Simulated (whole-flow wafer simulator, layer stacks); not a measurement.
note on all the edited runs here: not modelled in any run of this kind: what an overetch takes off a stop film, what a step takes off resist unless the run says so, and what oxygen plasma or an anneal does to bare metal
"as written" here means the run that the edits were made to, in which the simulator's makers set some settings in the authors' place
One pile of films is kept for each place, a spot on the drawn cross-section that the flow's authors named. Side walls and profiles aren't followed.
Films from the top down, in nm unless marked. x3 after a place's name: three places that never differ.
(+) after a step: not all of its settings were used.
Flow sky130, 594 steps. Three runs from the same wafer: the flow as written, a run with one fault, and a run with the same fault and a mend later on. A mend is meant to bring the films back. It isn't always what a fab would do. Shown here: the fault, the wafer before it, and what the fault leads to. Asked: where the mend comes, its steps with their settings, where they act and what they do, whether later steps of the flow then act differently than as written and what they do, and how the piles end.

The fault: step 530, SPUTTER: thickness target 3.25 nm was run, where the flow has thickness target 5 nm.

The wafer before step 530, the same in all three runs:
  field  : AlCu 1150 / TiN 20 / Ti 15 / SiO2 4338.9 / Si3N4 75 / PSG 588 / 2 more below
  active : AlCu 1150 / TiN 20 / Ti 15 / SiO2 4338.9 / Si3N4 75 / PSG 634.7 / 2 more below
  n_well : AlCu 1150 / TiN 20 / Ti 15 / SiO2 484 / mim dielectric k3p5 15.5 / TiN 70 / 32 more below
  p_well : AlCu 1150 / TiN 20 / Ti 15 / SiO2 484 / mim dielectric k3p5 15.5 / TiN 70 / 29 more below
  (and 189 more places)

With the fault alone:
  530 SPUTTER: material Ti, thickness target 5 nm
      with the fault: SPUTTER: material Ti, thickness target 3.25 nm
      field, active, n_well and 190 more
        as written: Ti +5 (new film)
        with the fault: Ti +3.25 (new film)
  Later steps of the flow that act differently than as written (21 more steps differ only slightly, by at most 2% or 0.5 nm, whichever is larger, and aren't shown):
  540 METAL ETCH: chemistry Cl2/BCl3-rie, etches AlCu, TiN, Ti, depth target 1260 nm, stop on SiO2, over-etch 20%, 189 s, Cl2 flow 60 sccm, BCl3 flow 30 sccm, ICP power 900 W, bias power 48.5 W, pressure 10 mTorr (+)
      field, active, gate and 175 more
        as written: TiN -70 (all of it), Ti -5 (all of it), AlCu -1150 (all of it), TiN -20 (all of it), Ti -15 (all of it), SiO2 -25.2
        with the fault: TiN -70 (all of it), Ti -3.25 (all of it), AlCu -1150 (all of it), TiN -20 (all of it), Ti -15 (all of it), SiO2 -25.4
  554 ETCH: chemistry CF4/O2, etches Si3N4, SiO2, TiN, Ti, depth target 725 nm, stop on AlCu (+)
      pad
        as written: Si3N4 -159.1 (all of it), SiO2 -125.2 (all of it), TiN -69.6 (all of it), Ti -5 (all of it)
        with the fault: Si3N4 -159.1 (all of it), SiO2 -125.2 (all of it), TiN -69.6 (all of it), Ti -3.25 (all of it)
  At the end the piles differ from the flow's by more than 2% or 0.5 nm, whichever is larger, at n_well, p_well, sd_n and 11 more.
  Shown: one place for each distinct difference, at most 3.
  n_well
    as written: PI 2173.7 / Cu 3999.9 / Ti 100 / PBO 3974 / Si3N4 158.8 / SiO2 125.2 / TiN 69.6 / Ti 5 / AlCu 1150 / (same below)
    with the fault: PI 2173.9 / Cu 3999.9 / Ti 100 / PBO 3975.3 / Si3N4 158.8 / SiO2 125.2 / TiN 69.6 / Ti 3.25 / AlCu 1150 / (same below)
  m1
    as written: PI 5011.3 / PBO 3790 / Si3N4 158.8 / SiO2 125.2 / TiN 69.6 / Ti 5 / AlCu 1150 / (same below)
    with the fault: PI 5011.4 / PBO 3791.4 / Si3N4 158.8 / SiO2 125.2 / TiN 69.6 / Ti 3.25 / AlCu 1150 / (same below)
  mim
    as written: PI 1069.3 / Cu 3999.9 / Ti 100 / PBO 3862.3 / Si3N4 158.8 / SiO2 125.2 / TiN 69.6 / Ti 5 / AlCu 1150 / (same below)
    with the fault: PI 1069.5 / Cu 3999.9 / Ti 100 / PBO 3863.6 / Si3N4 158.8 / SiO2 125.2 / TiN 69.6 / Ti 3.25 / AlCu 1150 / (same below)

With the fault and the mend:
  The mend comes after step 530.
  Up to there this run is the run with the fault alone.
  530a SPUTTER: material Ti, thickness target 1.75 nm (the flow's step 530 once more, with other settings)
      field, active, n_well and 190 more
        Ti +1.75
  No later step of the flow acts differently than as written at any place that is followed.
  At the end the piles are the same as the flow's at every place that both follow.
